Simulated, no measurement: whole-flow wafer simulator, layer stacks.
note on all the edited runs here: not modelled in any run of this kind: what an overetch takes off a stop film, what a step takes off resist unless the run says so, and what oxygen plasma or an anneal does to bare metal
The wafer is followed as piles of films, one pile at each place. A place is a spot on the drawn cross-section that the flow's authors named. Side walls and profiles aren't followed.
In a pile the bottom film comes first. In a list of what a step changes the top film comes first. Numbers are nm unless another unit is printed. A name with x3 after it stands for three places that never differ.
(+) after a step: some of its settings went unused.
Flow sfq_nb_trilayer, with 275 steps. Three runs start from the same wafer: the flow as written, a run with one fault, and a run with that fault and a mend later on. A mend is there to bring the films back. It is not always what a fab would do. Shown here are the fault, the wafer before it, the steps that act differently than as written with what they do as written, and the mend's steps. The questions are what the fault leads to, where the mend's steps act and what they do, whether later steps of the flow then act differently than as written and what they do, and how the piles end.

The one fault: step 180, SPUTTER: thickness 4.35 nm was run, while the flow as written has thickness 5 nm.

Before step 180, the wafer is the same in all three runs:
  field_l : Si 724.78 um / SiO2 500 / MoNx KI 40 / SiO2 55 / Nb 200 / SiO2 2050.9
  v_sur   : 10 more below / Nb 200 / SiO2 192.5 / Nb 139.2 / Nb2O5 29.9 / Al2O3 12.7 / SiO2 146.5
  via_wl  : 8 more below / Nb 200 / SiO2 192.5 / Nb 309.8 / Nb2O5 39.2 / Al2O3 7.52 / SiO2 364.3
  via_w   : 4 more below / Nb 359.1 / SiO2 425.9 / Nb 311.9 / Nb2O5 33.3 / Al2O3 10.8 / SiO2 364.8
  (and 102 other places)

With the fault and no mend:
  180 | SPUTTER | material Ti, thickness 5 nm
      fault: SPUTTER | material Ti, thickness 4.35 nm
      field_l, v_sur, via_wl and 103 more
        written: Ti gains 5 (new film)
        fault: Ti gains 4.35 (new film)
  Steps further on in the flow that do not act as written (18 other steps are not shown; they differ only slightly, by no more than 2% or 0.5 nm, whichever is larger):
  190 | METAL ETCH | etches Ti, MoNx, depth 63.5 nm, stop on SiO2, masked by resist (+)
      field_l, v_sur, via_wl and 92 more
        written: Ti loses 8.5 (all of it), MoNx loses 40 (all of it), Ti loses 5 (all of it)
        fault: Ti loses 8.5 (all of it), MoNx loses 40 (all of it), Ti loses 4.35 (all of it)
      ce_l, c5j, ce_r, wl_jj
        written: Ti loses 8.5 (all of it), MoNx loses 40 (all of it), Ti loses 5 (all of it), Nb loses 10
        fault: Ti loses 8.5 (all of it), MoNx loses 40 (all of it), Ti loses 4.35 (all of it), Nb loses 10.7
  At be_r, r_sur, res, r_end, r5r_line_l, r5r_line_c, r5r_line_r, the piles at the end differ from the flow's by more than 2% or 0.5 nm, whichever is larger.
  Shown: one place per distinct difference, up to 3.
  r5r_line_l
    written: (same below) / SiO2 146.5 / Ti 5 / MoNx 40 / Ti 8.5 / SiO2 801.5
    fault: (same below) / SiO2 146.5 / Ti 4.35 / MoNx 40 / Ti 8.5 / SiO2 802.1
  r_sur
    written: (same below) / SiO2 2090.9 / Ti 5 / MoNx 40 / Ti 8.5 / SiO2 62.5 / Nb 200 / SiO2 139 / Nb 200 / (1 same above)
    fault: (same below) / SiO2 2090.9 / Ti 4.35 / MoNx 40 / Ti 8.5 / SiO2 62.5 / Nb 200 / SiO2 139.7 / Nb 200 / (1 same above)
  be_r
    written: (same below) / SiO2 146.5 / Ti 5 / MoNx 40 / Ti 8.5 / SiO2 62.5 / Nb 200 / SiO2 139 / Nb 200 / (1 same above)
    fault: (same below) / SiO2 146.5 / Ti 4.35 / MoNx 40 / Ti 8.5 / SiO2 62.5 / Nb 200 / SiO2 139.7 / Nb 200 / (1 same above)

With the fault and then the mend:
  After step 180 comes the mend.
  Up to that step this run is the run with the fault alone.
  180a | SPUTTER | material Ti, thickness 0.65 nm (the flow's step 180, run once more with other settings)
      field_l, v_sur, via_wl and 103 more
        Ti gains 0.65
  Every later step of the flow that is run acts as written at every place that is followed.
  At every place that both follow, the piles at the end match the flow's.
